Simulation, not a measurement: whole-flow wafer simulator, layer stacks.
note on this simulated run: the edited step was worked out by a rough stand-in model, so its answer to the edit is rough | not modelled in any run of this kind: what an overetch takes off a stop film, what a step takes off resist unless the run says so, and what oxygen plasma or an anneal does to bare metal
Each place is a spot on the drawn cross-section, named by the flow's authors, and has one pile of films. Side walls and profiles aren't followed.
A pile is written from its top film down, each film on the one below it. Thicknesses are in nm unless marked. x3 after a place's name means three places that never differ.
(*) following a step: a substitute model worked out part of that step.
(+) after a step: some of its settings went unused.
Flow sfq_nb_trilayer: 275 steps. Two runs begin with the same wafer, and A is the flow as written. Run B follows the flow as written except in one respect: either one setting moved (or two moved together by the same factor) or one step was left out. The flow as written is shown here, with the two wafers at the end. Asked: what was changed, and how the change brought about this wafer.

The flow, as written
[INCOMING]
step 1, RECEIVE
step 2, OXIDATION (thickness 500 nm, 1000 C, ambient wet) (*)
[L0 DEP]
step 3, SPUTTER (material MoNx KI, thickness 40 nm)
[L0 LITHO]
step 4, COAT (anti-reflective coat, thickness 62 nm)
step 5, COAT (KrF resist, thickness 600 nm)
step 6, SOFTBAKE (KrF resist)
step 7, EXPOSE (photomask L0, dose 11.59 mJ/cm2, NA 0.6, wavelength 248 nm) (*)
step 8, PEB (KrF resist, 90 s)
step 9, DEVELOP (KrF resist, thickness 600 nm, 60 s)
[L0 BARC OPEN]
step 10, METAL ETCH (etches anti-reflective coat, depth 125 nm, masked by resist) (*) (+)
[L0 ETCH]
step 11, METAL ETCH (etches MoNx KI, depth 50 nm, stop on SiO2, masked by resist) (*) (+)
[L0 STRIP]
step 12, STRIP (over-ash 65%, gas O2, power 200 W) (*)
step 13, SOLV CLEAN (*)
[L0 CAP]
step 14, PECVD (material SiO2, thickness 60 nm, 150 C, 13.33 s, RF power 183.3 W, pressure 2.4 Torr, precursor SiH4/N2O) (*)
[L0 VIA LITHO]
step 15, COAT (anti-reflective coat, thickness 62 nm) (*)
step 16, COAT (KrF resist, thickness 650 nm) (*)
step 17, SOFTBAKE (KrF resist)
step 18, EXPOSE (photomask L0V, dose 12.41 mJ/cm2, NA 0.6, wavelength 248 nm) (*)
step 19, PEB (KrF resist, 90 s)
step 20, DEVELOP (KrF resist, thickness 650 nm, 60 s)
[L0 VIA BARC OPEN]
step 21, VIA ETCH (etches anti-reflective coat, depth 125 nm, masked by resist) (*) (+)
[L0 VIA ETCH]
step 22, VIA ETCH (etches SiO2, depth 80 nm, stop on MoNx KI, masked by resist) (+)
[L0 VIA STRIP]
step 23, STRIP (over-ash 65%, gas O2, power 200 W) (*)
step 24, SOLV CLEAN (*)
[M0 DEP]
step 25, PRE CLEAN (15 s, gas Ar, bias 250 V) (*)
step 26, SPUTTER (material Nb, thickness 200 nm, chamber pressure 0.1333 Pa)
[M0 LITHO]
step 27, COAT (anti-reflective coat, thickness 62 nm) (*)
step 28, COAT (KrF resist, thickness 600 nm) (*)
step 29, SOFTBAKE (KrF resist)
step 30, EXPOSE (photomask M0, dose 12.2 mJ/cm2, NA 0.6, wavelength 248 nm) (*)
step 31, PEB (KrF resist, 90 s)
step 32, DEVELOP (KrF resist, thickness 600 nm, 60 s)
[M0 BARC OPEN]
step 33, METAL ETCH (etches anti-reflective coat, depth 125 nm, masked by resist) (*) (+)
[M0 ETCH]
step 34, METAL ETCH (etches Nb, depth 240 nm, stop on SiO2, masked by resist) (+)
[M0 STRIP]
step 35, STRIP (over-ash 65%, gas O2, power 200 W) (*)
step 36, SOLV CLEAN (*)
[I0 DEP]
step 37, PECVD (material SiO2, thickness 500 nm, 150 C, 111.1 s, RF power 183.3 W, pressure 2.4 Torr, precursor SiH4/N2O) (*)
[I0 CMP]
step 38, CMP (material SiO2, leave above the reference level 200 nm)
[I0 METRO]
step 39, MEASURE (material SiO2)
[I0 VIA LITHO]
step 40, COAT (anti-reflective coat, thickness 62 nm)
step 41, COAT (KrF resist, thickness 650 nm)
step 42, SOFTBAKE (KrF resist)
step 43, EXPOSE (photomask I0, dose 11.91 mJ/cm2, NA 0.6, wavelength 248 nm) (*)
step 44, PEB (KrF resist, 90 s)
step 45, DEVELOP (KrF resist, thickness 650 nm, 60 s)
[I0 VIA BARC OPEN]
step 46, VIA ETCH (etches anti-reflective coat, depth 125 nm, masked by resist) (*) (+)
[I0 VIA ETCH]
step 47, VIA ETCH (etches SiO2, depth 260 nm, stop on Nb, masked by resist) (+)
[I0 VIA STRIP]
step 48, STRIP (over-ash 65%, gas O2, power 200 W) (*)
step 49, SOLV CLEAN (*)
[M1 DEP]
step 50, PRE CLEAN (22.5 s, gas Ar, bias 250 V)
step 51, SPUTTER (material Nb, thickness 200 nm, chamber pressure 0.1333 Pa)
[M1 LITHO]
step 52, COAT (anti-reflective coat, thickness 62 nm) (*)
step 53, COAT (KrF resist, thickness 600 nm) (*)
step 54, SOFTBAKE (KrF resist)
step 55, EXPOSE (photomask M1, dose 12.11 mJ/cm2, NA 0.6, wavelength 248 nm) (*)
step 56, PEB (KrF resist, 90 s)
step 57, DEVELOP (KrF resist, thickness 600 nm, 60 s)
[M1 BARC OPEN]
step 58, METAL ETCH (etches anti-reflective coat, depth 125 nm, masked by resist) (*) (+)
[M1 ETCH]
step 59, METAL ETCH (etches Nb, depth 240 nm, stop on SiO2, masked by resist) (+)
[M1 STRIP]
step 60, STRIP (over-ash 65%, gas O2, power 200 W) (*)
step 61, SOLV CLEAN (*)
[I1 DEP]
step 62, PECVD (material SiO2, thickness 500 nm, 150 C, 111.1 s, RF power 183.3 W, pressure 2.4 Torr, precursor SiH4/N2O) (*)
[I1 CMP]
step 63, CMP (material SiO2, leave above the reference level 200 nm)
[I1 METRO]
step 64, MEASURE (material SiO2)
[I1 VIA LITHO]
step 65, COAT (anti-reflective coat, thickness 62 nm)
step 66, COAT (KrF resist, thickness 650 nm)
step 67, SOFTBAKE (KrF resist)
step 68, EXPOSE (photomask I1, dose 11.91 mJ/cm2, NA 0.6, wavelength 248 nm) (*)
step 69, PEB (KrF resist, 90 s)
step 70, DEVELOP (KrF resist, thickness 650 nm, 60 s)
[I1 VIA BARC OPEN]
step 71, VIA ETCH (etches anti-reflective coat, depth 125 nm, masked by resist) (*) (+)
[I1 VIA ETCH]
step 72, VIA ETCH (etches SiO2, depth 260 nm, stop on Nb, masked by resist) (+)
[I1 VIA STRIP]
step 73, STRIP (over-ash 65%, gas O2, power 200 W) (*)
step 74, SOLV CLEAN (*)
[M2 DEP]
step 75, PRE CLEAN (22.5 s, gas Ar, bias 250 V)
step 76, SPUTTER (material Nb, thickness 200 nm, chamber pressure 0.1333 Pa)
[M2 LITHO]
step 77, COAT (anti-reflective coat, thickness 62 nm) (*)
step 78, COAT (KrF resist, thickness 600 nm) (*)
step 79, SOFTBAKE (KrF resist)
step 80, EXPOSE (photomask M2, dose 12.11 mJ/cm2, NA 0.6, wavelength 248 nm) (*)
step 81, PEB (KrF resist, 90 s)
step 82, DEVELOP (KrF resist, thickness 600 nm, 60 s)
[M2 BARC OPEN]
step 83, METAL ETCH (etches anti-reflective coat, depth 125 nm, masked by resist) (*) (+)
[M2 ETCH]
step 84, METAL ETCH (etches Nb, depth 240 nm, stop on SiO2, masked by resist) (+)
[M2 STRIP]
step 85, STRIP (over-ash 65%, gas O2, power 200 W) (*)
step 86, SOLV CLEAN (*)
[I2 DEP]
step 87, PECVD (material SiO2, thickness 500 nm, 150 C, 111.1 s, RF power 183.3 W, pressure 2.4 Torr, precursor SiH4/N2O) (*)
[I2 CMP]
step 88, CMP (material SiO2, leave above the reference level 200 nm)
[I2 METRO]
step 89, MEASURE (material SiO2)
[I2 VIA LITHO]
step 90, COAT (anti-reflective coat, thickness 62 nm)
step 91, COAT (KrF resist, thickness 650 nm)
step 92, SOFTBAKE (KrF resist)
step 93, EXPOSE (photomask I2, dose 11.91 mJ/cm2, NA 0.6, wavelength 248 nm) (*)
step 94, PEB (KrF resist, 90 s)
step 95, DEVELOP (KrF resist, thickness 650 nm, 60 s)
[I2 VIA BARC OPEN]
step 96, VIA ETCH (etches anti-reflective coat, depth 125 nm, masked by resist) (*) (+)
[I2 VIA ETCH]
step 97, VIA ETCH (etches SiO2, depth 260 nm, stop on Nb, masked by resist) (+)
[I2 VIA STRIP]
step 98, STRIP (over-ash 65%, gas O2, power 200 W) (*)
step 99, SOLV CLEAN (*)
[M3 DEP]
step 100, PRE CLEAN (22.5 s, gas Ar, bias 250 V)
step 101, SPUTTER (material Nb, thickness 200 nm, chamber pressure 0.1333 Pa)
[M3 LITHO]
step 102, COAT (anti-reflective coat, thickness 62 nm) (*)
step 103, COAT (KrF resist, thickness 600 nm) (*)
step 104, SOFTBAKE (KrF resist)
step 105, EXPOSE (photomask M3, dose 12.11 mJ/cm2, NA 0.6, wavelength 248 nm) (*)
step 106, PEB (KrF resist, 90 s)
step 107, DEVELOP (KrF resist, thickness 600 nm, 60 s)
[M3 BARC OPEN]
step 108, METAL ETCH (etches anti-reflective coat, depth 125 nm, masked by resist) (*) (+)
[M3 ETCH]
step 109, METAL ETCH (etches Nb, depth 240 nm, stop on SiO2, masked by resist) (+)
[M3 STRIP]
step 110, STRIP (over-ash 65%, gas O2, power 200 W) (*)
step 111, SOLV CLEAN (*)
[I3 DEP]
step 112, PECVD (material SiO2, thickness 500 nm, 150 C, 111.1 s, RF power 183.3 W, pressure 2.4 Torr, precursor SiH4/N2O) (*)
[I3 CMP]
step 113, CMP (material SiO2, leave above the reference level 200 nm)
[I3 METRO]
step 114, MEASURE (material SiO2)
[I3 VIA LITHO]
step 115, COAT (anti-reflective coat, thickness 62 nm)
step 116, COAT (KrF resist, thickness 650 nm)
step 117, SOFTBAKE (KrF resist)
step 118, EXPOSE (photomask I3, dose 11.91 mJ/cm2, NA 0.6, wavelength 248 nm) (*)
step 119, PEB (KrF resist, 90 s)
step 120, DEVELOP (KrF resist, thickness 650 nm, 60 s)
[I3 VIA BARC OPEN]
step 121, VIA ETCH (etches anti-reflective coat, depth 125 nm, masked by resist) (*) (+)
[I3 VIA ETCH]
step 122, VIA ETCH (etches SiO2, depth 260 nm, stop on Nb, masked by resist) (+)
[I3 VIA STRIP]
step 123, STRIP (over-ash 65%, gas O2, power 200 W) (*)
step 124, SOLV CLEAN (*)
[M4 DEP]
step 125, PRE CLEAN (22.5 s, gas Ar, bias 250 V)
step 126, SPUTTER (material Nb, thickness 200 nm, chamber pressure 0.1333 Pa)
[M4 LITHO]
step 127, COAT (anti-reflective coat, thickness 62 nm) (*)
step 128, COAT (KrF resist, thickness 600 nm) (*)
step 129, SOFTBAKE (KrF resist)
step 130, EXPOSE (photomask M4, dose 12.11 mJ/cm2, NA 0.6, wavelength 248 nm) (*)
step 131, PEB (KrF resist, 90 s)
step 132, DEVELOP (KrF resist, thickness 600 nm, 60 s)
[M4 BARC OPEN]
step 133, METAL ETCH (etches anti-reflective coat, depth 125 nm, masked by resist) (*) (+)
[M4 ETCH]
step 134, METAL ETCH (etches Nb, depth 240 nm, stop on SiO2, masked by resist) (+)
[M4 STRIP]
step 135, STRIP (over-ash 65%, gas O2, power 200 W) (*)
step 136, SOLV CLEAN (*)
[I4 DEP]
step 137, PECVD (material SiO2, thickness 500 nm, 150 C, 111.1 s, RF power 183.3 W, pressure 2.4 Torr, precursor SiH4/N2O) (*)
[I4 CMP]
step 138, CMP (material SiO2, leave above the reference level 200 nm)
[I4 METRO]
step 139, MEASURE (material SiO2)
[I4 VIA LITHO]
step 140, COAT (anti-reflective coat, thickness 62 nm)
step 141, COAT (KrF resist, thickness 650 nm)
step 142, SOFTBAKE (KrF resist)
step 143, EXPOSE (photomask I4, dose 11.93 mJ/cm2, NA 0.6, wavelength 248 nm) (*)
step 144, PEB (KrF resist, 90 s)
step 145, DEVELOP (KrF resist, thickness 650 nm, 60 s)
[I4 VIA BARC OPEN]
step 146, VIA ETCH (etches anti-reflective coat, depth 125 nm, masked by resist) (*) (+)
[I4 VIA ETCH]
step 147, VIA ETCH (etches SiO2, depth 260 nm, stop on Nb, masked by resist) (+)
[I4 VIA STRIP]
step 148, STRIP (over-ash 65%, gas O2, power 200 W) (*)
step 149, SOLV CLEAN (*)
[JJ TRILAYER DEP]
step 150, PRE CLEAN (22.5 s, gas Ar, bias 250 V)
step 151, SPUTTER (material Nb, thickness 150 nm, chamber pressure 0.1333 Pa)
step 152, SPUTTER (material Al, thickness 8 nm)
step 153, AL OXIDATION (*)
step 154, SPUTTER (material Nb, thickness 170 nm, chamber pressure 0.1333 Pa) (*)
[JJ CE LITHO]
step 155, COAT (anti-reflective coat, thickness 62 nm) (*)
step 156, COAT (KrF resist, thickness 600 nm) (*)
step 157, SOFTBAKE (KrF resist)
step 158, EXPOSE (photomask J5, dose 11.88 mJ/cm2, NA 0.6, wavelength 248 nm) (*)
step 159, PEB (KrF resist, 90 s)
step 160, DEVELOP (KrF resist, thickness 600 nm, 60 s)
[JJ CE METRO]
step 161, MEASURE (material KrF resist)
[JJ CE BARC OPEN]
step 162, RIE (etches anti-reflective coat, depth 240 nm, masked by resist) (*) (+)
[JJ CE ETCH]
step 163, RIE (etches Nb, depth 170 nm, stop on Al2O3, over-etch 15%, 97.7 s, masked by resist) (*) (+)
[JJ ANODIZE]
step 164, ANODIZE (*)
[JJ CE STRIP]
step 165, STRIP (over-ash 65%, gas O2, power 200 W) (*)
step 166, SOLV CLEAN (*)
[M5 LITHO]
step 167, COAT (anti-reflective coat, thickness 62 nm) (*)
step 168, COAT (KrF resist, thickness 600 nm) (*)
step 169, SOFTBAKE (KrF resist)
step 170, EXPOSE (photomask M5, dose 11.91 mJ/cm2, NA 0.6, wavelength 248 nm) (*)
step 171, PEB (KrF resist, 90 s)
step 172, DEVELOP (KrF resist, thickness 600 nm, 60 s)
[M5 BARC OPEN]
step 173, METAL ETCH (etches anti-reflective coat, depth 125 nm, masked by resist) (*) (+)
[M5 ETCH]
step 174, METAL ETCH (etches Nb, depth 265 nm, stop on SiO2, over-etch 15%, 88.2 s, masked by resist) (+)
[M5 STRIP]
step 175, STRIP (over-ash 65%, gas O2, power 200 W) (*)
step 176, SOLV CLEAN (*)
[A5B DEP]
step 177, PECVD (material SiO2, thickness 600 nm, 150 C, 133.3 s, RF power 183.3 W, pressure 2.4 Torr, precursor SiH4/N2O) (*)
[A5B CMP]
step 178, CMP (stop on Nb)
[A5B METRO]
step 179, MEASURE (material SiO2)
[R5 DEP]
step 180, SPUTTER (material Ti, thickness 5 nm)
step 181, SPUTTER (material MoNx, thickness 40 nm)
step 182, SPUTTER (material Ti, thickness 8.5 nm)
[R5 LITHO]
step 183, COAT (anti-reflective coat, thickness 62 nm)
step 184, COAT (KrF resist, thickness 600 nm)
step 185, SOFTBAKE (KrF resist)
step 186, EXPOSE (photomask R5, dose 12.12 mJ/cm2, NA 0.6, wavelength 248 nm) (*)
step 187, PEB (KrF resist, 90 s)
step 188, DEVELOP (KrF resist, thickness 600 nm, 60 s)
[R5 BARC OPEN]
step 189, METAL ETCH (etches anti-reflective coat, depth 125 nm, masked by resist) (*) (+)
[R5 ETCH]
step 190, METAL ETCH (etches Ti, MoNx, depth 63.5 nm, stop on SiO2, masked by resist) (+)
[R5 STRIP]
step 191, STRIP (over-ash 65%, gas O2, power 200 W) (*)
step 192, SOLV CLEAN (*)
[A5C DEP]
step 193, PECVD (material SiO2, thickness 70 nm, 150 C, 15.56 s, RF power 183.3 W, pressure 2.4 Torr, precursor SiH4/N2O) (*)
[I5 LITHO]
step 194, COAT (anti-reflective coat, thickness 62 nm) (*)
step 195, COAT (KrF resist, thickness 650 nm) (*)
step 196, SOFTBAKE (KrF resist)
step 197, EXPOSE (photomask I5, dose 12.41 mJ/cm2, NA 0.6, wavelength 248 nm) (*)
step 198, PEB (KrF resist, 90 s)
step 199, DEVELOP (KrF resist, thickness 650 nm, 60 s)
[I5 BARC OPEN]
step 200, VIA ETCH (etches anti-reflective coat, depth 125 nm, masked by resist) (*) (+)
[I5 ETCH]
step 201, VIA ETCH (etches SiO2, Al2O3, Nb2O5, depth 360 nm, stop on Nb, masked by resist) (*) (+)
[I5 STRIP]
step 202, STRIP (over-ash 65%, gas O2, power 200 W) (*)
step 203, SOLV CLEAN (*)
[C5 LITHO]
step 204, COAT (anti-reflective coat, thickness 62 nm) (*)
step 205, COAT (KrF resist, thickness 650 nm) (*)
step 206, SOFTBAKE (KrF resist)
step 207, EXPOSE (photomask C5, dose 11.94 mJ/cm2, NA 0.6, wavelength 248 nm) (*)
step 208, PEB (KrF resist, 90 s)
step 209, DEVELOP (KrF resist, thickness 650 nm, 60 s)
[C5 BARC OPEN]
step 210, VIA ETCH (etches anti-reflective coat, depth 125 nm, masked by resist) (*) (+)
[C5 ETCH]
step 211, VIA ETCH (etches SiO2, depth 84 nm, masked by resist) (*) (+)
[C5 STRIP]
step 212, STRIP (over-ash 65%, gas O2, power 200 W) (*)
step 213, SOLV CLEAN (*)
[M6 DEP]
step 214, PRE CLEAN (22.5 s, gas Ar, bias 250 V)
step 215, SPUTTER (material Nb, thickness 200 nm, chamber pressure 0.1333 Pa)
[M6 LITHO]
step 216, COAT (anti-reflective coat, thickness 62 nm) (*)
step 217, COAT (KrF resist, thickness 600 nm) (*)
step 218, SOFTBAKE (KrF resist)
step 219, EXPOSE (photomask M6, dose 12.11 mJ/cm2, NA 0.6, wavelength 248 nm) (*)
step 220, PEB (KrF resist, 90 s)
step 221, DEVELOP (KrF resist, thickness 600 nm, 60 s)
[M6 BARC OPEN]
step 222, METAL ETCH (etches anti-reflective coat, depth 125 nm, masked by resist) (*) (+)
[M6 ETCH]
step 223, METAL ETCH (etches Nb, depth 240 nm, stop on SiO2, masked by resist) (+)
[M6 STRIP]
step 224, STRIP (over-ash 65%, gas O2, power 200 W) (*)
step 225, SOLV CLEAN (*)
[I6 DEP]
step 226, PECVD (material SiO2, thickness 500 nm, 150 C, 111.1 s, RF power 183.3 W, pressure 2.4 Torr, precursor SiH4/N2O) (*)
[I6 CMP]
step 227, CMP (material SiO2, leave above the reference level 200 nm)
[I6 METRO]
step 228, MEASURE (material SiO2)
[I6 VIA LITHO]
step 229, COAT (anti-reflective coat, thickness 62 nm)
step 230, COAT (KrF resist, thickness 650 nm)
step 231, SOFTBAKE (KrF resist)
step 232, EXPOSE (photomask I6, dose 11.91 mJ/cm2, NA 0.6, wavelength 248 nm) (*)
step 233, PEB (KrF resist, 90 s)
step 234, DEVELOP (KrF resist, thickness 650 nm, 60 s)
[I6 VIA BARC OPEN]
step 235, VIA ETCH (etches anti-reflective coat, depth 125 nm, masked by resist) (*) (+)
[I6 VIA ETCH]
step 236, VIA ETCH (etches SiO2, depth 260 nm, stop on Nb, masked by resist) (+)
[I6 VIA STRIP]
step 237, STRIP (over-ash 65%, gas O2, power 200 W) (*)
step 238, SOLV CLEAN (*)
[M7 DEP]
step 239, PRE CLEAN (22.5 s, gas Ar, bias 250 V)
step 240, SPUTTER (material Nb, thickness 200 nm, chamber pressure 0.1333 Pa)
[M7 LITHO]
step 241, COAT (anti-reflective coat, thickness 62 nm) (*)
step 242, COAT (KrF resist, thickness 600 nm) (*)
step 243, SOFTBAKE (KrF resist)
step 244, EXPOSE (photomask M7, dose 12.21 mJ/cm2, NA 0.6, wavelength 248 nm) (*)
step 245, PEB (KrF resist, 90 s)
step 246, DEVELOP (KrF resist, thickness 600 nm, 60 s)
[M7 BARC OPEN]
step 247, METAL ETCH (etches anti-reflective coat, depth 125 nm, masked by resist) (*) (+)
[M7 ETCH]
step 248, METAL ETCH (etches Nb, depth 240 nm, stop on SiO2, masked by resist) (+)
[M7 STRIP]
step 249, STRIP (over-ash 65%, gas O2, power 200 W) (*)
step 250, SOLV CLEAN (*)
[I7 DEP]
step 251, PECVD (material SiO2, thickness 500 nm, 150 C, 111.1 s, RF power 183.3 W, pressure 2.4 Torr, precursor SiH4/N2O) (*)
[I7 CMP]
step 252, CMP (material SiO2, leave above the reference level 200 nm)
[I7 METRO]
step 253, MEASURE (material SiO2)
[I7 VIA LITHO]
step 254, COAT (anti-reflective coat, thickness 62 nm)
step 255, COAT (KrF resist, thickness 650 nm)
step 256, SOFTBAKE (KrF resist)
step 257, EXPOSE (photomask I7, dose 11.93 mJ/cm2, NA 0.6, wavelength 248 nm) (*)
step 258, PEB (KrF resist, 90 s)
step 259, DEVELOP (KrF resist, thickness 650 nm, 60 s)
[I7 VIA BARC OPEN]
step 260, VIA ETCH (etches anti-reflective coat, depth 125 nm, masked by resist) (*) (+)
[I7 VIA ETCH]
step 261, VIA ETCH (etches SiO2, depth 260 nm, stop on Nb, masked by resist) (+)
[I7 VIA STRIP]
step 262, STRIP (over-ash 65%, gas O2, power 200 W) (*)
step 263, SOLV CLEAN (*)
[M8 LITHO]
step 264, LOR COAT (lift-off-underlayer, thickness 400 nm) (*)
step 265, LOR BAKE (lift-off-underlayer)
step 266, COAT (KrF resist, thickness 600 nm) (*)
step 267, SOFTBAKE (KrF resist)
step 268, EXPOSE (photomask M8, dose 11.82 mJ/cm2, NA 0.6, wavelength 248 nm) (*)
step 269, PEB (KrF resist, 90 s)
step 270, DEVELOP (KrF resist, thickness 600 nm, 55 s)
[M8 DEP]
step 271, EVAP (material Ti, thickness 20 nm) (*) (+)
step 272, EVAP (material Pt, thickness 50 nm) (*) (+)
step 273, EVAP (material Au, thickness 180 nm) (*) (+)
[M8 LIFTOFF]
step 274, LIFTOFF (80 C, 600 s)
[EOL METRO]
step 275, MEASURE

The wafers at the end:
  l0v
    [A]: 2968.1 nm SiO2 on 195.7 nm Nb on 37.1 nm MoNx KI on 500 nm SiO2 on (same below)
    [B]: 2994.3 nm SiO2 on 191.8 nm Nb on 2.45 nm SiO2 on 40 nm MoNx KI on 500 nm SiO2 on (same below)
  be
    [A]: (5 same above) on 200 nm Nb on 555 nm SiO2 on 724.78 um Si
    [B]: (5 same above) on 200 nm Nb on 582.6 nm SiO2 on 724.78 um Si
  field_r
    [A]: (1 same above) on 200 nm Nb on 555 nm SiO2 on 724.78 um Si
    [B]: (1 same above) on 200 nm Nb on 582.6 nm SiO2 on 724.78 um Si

The reason: step 14, PECVD: thickness 87.6 nm was run, whereas the flow has thickness 60 nm; step 14, PECVD: 19.47 s was run, where the flow has 13.33 s.

The path from the change to this, step by step:
  step 14, PECVD (material SiO2, thickness 60 nm, 150 C, 13.33 s, RF power 183.3 W, pressure 2.4 Torr, precursor SiH4/N2O) (*)
      v_sur, via_wl, via_w and 97 more: A +60 SiO2 | B +87.6 SiO2
      field_l, l0_sur, l0v, l0r_line_l, l0r_line_c, l0r_line_r: A +60 SiO2 (new film) | B +87.6 SiO2 (new film)
  step 22, VIA ETCH (etches SiO2, depth 80 nm, stop on MoNx KI, masked by resist) (+)
      l0v: A -59.8 SiO2 (all of it) | B -80 SiO2
  step 25, PRE CLEAN (15 s, gas Ar, bias 250 V) (*)
      l0v: A -2.91 MoNx KI | B -5 SiO2
  step 27, COAT (anti-reflective coat, thickness 62 nm) (*)
      l0_sur: A +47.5 anti-reflective coat (new film) | B +45.9 anti-reflective coat (new film)
      l0v: A +78 anti-reflective coat (new film) | B +83.5 anti-reflective coat (new film)
  step 28, COAT (KrF resist, thickness 600 nm) (*)
      l0v: A +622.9 KrF resist (new film) | B +637.9 KrF resist (new film)
  step 35, STRIP (over-ash 65%, gas O2, power 200 W) (*)
      l0_sur: A -372 KrF resist (all of it), -47.5 anti-reflective coat (all of it) | B -369.5 KrF resist (all of it), -45.9 anti-reflective coat (all of it)
      l0v: A -405.3 KrF resist (all of it), -78 anti-reflective coat (all of it) | B -420.2 KrF resist (all of it), -83.5 anti-reflective coat (all of it)
  step 38, CMP (material SiO2, leave above the reference level 200 nm)
      l0v: A -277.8 SiO2 | B -251.6 SiO2
If metal films that touch count as one body, l0v has 2 bodies (between them, from the top down: SiO2 2.45); the flow as written gives 1 body.
